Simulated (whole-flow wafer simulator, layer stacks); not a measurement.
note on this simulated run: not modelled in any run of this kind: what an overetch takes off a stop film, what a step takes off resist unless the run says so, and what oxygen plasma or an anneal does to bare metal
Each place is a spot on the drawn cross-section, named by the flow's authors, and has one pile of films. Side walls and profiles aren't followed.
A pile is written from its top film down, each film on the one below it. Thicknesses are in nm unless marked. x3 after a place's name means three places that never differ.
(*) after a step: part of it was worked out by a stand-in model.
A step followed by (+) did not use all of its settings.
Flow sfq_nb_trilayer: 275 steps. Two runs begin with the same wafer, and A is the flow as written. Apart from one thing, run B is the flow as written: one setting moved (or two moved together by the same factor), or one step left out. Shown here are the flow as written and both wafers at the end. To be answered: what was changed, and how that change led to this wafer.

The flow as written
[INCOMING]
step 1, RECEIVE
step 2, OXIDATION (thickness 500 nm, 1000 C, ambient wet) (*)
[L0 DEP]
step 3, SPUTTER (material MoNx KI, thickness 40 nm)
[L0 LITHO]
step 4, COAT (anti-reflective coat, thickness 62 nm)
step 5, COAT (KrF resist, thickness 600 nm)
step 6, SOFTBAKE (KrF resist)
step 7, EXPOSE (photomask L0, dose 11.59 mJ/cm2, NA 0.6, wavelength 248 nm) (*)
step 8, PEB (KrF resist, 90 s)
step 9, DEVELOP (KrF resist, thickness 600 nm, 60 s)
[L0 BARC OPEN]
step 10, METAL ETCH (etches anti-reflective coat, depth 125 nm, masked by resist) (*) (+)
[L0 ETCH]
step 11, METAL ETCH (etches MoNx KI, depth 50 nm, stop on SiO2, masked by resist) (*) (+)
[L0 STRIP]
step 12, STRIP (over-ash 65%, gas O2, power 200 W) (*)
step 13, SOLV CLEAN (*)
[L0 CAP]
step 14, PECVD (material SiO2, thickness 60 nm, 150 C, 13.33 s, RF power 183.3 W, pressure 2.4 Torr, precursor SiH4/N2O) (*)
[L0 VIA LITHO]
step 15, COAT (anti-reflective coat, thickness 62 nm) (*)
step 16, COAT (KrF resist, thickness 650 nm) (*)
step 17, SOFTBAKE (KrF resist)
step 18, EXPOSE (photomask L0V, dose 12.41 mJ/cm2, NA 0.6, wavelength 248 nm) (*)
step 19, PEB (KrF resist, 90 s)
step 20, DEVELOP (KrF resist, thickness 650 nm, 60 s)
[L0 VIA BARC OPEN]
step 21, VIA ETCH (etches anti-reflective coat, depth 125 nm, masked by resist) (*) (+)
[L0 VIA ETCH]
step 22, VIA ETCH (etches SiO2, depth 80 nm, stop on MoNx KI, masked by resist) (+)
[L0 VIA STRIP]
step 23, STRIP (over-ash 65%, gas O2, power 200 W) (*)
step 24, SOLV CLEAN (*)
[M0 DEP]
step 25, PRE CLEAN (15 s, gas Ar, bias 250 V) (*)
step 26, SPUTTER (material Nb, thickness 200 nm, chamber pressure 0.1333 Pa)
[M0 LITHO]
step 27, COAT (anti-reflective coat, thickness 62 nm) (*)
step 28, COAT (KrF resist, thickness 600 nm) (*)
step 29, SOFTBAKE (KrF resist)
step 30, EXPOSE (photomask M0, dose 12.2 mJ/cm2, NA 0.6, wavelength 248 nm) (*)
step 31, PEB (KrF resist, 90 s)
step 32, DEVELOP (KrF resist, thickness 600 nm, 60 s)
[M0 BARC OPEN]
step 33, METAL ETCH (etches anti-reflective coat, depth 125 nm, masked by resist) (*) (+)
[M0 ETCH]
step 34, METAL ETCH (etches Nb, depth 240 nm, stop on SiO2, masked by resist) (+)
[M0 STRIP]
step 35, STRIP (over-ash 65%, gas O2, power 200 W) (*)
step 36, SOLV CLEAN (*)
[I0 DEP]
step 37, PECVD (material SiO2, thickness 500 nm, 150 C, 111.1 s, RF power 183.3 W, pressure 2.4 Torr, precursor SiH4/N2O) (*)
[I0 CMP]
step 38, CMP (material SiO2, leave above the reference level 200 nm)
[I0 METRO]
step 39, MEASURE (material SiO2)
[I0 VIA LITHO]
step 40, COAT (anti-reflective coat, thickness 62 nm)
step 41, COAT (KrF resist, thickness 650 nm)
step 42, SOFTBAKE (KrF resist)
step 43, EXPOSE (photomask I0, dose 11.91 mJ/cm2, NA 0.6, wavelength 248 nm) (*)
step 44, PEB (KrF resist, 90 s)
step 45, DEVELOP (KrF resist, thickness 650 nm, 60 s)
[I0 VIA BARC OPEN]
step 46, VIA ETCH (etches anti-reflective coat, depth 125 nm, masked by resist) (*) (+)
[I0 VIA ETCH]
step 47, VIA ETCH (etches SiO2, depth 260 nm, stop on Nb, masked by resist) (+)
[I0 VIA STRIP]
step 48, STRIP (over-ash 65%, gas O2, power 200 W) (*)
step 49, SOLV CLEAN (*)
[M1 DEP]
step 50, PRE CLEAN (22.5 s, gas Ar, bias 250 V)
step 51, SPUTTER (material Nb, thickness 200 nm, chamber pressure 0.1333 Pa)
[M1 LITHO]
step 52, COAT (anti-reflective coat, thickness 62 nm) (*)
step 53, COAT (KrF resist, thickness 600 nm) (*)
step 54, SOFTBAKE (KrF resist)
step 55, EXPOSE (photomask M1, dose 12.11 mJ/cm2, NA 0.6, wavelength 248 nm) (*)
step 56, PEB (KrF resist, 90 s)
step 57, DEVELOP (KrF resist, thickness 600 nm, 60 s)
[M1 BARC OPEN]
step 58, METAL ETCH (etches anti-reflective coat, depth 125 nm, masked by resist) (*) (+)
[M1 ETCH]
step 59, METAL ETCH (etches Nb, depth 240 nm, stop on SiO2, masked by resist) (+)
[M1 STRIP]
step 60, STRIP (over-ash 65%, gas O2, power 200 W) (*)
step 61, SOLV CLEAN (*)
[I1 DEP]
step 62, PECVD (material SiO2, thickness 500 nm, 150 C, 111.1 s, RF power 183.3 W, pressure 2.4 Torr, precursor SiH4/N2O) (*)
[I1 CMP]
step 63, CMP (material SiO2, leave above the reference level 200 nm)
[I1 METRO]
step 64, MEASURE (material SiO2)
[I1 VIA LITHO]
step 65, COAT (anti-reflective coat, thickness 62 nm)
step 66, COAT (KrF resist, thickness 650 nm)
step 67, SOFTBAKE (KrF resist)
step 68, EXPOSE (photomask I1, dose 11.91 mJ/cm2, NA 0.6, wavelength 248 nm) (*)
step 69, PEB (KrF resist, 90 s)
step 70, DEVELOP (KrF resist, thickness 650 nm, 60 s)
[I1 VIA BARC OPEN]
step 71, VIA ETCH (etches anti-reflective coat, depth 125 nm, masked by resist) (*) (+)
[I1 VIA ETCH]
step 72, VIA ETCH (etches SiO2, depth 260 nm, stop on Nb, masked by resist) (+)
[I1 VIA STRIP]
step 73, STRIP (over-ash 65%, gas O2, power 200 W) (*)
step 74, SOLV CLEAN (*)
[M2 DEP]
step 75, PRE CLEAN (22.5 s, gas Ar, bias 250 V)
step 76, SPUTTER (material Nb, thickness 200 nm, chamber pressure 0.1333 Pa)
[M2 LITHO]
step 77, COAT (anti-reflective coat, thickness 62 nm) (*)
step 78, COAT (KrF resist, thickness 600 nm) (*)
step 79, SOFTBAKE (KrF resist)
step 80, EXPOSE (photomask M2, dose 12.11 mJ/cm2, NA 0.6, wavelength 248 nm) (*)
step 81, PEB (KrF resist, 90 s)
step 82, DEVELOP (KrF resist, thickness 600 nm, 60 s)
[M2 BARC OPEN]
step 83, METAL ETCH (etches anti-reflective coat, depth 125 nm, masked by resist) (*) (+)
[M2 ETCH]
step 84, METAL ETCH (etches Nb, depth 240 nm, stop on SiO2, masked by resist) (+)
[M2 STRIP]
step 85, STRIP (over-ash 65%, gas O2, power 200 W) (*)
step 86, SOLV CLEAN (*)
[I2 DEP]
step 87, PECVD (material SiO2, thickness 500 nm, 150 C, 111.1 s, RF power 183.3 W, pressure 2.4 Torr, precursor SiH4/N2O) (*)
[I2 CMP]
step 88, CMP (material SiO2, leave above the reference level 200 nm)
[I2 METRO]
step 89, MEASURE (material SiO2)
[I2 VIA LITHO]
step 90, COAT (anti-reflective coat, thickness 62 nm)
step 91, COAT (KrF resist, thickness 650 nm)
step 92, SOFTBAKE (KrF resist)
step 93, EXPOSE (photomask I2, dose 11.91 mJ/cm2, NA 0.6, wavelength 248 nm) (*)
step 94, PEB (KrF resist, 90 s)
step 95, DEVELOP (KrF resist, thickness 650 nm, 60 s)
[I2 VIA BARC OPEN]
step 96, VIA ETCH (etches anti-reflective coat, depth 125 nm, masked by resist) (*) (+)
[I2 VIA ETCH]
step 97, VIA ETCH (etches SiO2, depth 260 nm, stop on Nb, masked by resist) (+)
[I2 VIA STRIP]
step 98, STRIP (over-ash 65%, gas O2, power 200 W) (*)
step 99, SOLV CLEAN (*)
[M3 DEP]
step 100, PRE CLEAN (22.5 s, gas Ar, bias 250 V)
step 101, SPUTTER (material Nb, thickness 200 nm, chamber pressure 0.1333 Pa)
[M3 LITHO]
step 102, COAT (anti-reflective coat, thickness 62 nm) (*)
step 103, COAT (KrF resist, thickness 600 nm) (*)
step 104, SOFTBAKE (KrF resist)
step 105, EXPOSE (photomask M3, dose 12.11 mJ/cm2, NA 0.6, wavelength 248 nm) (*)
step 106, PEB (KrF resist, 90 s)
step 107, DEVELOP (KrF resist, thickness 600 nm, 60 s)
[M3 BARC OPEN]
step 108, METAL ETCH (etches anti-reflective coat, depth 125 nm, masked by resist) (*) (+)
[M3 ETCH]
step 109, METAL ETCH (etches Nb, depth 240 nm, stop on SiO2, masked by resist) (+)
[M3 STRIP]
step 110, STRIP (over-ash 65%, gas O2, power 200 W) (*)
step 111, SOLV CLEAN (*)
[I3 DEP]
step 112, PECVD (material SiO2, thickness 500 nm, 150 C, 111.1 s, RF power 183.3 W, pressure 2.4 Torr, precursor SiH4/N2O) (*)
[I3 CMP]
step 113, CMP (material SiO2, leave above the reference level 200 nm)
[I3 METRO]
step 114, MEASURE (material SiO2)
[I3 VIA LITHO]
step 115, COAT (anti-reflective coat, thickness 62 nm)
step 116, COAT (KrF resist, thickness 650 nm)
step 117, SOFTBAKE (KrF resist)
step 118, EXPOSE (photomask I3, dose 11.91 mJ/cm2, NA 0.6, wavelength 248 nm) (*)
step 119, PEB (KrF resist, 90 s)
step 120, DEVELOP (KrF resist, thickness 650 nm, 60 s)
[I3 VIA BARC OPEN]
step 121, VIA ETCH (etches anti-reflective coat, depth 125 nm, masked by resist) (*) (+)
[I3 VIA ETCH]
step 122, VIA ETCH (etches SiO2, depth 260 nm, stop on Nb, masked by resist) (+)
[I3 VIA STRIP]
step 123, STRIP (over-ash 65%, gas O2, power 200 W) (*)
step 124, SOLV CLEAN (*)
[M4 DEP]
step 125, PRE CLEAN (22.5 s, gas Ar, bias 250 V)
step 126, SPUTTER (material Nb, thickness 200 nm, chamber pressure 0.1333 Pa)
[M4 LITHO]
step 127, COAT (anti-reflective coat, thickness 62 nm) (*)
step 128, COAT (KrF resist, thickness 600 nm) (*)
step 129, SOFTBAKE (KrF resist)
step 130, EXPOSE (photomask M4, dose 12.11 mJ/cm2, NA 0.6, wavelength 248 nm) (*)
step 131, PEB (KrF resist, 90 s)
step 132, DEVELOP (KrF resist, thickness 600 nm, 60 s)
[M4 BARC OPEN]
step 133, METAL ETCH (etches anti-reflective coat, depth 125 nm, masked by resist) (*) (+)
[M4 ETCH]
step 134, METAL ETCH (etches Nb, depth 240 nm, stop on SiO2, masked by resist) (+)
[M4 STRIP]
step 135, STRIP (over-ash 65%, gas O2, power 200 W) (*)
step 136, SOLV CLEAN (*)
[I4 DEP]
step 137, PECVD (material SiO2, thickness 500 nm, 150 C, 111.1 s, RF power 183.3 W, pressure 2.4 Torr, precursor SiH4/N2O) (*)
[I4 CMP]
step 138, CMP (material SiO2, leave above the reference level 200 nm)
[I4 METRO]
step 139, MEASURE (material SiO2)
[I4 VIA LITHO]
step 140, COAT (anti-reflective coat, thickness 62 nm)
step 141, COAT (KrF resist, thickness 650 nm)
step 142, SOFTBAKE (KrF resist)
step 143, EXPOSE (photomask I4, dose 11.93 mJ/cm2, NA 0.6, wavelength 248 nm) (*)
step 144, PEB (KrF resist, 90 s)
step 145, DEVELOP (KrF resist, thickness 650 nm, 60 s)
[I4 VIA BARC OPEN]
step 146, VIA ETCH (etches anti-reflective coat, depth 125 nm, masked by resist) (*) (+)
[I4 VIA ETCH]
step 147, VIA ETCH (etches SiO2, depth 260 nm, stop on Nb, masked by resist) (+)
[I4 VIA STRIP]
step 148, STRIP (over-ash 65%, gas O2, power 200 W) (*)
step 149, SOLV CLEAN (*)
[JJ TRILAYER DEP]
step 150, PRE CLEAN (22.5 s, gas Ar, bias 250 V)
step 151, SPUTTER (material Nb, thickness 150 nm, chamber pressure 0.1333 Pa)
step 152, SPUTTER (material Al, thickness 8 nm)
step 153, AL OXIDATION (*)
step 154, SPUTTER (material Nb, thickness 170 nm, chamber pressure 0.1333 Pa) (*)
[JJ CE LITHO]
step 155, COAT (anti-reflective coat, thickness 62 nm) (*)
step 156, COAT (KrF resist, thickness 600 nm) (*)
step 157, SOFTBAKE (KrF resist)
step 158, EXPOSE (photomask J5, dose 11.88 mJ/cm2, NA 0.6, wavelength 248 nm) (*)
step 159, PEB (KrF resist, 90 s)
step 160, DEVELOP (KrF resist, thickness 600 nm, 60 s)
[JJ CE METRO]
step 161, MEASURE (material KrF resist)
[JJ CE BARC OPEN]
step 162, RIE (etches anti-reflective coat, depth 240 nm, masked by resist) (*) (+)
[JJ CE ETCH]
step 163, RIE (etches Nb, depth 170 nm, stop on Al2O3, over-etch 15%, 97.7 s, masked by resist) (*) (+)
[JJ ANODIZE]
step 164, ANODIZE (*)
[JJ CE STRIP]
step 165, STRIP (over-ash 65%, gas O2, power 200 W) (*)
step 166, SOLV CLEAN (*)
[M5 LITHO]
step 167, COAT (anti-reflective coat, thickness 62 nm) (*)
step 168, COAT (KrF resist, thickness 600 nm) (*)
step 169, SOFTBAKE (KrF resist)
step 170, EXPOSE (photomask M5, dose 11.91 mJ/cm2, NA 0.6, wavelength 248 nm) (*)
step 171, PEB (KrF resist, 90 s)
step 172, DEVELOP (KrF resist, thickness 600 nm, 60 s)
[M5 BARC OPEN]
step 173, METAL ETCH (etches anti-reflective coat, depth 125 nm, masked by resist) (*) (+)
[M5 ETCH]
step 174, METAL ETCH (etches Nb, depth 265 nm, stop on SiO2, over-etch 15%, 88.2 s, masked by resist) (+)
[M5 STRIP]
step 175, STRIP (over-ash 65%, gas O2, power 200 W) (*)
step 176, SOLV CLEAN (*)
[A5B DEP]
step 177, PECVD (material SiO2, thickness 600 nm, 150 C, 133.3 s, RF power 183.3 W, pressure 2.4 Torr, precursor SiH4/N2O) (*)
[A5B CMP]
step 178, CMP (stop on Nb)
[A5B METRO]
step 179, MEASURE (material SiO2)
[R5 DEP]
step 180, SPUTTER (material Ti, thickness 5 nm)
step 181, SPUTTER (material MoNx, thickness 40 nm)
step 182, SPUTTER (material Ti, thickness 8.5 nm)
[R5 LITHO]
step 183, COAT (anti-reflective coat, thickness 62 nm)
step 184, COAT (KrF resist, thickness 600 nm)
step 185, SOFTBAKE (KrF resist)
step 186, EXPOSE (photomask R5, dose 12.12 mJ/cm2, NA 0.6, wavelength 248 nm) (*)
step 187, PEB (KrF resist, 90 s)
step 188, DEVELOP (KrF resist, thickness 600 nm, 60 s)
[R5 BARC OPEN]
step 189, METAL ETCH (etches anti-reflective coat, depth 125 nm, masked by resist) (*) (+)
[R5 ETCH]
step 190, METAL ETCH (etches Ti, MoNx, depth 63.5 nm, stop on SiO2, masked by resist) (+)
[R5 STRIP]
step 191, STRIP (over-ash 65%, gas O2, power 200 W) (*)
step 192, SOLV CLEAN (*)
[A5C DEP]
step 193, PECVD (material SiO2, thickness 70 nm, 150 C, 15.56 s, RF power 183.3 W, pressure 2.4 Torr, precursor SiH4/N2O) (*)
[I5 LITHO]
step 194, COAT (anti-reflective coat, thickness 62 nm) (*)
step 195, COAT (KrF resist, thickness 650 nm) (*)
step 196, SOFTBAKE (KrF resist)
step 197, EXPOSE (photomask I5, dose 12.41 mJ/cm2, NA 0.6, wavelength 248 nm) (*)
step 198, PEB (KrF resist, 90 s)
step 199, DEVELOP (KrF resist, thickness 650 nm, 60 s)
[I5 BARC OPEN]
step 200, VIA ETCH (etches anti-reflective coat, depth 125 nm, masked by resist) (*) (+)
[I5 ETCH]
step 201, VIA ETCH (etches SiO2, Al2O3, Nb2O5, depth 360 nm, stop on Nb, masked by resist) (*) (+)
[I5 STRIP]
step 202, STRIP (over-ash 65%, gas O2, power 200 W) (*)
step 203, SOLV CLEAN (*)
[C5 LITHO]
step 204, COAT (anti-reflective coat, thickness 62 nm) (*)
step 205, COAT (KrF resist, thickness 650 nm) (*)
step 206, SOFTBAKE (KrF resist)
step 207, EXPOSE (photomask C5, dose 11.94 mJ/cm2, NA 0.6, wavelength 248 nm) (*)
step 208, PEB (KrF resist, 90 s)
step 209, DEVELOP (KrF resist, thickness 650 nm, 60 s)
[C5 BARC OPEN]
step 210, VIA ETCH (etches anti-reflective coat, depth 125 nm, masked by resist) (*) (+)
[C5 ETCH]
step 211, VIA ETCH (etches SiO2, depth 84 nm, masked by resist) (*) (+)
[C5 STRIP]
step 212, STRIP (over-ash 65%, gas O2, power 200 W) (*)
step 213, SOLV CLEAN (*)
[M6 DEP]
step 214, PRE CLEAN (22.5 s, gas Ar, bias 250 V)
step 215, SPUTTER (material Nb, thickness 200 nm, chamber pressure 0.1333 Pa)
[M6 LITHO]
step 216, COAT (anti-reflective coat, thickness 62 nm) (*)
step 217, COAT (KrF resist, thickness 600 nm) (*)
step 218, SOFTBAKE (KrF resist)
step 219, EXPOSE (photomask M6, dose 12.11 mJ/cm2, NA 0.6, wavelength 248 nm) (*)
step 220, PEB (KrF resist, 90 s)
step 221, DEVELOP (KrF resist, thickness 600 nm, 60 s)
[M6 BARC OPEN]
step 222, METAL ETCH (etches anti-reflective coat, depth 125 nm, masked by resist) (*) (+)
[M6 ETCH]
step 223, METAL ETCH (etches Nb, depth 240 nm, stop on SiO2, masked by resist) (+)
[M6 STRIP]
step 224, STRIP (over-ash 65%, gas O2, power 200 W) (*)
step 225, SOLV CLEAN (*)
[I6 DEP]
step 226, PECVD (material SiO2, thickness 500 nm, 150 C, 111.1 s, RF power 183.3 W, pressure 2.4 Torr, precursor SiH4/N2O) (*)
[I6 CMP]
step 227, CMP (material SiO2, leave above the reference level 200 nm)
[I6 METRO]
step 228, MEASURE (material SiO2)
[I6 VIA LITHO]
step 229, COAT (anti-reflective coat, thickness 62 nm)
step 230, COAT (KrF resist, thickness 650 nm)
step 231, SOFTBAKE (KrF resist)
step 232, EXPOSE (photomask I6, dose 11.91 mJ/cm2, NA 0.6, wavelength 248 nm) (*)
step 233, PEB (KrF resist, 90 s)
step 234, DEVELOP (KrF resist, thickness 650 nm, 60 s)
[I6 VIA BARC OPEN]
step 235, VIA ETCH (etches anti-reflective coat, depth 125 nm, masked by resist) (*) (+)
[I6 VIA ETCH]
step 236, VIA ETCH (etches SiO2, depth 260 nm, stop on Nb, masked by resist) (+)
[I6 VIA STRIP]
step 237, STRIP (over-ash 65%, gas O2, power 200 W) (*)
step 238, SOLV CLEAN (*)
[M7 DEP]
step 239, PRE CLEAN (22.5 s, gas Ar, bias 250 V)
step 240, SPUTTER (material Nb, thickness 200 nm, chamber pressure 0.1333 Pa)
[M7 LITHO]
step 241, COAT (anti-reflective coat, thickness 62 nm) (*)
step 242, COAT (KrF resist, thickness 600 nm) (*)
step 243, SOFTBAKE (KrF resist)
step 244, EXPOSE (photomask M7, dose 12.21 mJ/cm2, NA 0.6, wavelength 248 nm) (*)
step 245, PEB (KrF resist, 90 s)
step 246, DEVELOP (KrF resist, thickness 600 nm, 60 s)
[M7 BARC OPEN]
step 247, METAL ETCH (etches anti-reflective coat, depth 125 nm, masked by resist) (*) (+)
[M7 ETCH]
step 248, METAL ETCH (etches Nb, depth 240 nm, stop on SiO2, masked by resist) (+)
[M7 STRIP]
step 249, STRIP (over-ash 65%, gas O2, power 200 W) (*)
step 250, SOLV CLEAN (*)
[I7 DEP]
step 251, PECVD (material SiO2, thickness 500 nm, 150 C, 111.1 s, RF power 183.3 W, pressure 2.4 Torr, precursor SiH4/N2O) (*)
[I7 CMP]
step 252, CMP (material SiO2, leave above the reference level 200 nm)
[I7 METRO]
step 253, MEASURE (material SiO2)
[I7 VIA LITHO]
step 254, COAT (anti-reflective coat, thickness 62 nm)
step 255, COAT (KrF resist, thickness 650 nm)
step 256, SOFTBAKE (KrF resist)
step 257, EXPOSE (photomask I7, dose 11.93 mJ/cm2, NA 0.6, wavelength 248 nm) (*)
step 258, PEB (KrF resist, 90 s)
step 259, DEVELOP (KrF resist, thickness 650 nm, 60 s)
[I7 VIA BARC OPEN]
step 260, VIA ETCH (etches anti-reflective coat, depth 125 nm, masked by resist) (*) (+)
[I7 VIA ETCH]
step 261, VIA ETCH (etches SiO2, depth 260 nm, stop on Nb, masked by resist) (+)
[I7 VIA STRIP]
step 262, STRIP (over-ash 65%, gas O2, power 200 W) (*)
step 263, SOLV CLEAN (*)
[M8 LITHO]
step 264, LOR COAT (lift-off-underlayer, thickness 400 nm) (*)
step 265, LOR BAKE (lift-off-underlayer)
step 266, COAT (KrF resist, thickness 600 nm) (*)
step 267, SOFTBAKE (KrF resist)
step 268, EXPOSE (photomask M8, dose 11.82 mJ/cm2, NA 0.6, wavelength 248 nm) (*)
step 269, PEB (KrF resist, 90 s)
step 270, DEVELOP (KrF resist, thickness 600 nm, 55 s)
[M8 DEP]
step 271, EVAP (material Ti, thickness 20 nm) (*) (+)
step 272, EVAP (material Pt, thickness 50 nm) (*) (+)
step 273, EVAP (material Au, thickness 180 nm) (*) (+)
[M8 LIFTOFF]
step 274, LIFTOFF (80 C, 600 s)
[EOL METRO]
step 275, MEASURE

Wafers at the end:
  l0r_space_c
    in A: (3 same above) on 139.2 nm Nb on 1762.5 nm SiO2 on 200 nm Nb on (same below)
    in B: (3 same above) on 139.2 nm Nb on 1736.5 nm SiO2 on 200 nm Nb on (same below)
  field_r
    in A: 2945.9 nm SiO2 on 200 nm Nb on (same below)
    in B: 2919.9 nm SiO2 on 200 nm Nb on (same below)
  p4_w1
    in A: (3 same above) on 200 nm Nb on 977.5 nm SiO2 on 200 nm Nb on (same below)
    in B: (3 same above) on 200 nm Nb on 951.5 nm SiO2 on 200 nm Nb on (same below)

The reason: step 88, CMP: leave above the reference level 174 nm was run, while the flow as written has leave above the reference level 200 nm.

Step by step, how the change led to this:
  step 88, CMP (material SiO2, leave above the reference level 200 nm)
      field_l, be, be_sur and 81 more: A SiO2 loses 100 | B SiO2 loses 126
      v_sur, via_wl, via_w and 18 more: A SiO2 loses 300 | B SiO2 loses 326
      (as well as at 1 more place)
  step 97, VIA ETCH (etches SiO2, depth 260 nm, stop on Nb, masked by resist) (+)
      via_w: A SiO2 loses 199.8 (all of it) | B SiO2 loses 173.8 (all of it)
  step 101, SPUTTER (material Nb, thickness 200 nm, chamber pressure 0.1333 Pa)
      via_w: A Nb gains 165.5 | B Nb gains 171.2
  step 102, COAT (anti-reflective coat, thickness 62 nm) (*)
      via_w: A anti-reflective coat gains 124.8 (new film) | B anti-reflective coat gains 119 (new film)
      via_wr: A anti-reflective coat gains 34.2 (new film) | B anti-reflective coat gains 35.6 (new film)
  step 103, COAT (KrF resist, thickness 600 nm) (*)
      via_w: A KrF resist gains 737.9 (new film) | B KrF resist gains 716.3 (new film)
  step 110, STRIP (over-ash 65%, gas O2, power 200 W) (*)
      via_w: A KrF resist loses 520 (all of it), anti-reflective coat loses 124.8 (all of it) | B KrF resist loses 498.4 (all of it), anti-reflective coat loses 119 (all of it)
      via_wr: A KrF resist loses 384.2 (all of it), anti-reflective coat loses 34.2 (all of it) | B KrF resist loses 386.2 (all of it), anti-reflective coat loses 35.6 (all of it)
  step 112, PECVD (material SiO2, thickness 500 nm, 150 C, 111.1 s, RF power 183.3 W, pressure 2.4 Torr, precursor SiH4/N2O) (*)
      via_w: A SiO2 gains 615 (new film) | B SiO2 gains 583.4 (new film)
